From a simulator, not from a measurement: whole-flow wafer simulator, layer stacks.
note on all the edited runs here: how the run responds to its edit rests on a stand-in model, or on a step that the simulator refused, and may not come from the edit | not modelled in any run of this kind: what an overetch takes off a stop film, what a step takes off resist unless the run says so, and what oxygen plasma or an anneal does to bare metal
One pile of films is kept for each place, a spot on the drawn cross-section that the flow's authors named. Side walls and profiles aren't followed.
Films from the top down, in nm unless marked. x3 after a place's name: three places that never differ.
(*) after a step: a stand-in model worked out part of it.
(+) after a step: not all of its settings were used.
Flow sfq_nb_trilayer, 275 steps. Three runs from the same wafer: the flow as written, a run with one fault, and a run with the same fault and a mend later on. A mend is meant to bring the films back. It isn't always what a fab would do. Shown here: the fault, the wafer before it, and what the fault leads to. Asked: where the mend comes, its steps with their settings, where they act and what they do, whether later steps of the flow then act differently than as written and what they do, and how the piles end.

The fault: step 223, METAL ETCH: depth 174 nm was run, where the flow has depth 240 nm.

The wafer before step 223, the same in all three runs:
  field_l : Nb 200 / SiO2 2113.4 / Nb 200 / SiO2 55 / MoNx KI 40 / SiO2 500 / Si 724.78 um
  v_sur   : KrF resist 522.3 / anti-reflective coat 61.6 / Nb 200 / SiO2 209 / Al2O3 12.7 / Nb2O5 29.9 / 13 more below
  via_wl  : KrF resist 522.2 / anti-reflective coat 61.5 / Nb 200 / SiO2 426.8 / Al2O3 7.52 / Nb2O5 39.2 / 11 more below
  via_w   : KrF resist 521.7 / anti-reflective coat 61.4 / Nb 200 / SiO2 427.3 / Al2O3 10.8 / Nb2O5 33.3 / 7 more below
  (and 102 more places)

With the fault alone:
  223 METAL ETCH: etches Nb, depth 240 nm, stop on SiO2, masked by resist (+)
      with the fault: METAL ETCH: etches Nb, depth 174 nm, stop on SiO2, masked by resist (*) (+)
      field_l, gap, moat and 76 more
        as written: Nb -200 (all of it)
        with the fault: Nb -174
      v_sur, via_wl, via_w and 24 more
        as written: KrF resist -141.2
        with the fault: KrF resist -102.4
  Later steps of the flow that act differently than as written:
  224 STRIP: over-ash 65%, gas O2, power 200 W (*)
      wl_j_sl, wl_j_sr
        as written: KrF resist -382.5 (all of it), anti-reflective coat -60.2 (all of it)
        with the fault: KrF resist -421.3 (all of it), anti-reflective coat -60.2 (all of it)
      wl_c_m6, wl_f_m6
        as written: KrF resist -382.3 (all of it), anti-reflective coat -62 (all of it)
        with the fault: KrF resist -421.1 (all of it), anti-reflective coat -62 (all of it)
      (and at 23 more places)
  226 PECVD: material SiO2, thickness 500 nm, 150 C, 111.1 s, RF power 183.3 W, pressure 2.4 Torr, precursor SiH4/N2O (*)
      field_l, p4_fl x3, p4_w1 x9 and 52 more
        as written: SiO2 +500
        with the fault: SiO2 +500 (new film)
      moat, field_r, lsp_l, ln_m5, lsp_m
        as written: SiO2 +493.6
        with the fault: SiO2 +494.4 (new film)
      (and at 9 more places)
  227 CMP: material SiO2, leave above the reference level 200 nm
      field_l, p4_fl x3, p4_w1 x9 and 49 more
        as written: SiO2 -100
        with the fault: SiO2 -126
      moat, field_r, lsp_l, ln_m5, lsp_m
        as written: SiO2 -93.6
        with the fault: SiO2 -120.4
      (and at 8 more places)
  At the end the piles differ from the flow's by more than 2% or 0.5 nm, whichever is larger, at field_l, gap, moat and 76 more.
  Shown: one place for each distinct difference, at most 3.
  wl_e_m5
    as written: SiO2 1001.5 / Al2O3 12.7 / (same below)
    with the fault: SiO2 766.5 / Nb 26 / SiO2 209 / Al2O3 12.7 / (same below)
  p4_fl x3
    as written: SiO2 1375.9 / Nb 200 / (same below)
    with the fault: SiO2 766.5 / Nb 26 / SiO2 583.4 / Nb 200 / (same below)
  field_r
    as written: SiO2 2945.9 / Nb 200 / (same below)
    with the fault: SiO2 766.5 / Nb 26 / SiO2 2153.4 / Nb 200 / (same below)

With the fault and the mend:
  The mend comes after step 223.
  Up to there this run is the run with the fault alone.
  223a METAL ETCH: etches Nb, depth 66 nm, stop on SiO2, masked by resist (+) (the flow's step 223 once more, with other settings)
      field_l, gap, moat and 76 more
        Nb -26 (all of it)
      v_sur, via_wl, via_w and 24 more
        KrF resist -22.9
  Later steps of the flow that act differently than as written:
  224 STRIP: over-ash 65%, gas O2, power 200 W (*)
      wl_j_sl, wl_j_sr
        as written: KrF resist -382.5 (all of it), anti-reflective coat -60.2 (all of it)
        with the mend: KrF resist -398.4 (all of it), anti-reflective coat -60.2 (all of it)
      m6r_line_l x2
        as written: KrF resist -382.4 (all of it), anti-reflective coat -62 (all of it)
        with the mend: KrF resist -398.3 (all of it), anti-reflective coat -62 (all of it)
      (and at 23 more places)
  At the end the piles are the same as the flow's at every place that both follow.
